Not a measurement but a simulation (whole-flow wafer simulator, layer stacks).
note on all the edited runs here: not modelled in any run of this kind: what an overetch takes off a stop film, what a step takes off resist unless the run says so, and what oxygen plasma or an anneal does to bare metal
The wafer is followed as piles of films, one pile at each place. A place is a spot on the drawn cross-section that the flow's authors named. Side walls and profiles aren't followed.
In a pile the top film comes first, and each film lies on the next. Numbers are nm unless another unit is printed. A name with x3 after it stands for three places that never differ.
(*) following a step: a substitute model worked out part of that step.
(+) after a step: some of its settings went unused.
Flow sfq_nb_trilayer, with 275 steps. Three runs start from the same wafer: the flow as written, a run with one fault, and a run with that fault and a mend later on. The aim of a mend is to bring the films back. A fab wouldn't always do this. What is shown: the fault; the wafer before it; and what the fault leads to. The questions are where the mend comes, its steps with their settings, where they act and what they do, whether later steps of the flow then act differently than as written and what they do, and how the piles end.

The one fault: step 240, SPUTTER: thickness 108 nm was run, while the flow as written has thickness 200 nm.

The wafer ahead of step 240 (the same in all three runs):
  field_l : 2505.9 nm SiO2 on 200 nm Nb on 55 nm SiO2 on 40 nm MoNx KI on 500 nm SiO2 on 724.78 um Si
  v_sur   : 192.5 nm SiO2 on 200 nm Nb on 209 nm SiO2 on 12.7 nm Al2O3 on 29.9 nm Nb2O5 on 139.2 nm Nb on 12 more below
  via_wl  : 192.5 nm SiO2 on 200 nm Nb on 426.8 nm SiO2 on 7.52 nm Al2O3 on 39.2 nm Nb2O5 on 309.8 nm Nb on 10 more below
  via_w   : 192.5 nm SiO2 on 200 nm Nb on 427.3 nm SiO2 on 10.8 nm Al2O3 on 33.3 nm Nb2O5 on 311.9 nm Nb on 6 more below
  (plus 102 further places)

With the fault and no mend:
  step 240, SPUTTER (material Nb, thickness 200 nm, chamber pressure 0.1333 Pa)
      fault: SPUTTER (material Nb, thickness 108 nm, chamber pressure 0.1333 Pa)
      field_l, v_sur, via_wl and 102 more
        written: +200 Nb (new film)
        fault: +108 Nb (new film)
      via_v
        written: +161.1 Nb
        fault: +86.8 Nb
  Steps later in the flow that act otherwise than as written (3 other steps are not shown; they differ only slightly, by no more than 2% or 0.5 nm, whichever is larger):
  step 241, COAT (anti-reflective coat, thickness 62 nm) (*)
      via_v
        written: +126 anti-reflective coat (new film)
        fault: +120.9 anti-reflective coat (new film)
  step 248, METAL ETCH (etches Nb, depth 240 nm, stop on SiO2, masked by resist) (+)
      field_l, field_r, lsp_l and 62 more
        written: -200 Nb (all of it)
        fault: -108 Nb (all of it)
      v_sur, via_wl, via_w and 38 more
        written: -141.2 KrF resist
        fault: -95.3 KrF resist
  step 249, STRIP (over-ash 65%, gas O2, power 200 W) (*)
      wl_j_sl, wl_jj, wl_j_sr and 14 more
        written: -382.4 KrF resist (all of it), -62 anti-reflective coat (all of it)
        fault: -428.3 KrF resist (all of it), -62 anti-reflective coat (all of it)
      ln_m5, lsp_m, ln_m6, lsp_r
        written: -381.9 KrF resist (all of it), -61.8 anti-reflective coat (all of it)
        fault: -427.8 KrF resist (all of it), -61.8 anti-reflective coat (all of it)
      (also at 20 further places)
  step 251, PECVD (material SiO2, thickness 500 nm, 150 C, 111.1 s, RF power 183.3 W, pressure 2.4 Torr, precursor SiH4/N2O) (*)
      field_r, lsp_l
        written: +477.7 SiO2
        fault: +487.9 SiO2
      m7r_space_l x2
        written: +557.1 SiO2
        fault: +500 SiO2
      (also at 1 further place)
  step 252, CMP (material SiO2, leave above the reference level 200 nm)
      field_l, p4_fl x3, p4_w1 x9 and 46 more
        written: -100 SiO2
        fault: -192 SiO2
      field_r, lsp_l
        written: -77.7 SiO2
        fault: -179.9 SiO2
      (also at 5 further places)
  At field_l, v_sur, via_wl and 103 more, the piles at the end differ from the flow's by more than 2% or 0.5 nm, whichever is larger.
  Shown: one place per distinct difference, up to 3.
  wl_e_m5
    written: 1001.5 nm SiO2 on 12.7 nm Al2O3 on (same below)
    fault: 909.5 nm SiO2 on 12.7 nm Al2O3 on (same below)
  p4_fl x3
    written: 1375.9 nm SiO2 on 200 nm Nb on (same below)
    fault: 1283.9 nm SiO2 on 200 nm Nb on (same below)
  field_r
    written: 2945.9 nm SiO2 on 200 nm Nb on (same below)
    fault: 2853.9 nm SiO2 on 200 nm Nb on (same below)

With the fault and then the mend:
  The mend stands after step 240.
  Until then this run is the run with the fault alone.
  step 240a, SPUTTER (material Nb, thickness 92 nm, chamber pressure 0.1333 Pa) (the flow's step 240, run once more with other settings)
      field_l, v_sur, via_wl and 102 more
        +92 Nb
      via_v
        +71.2 Nb
  None of the later steps of the flow differs from how it acts as written, at any place that is followed, by more than 2% or 0.5 nm, whichever is larger.
  The piles end only slightly different from the flow's at the places that both follow, by no more than 2% or 0.5 nm, whichever is larger.
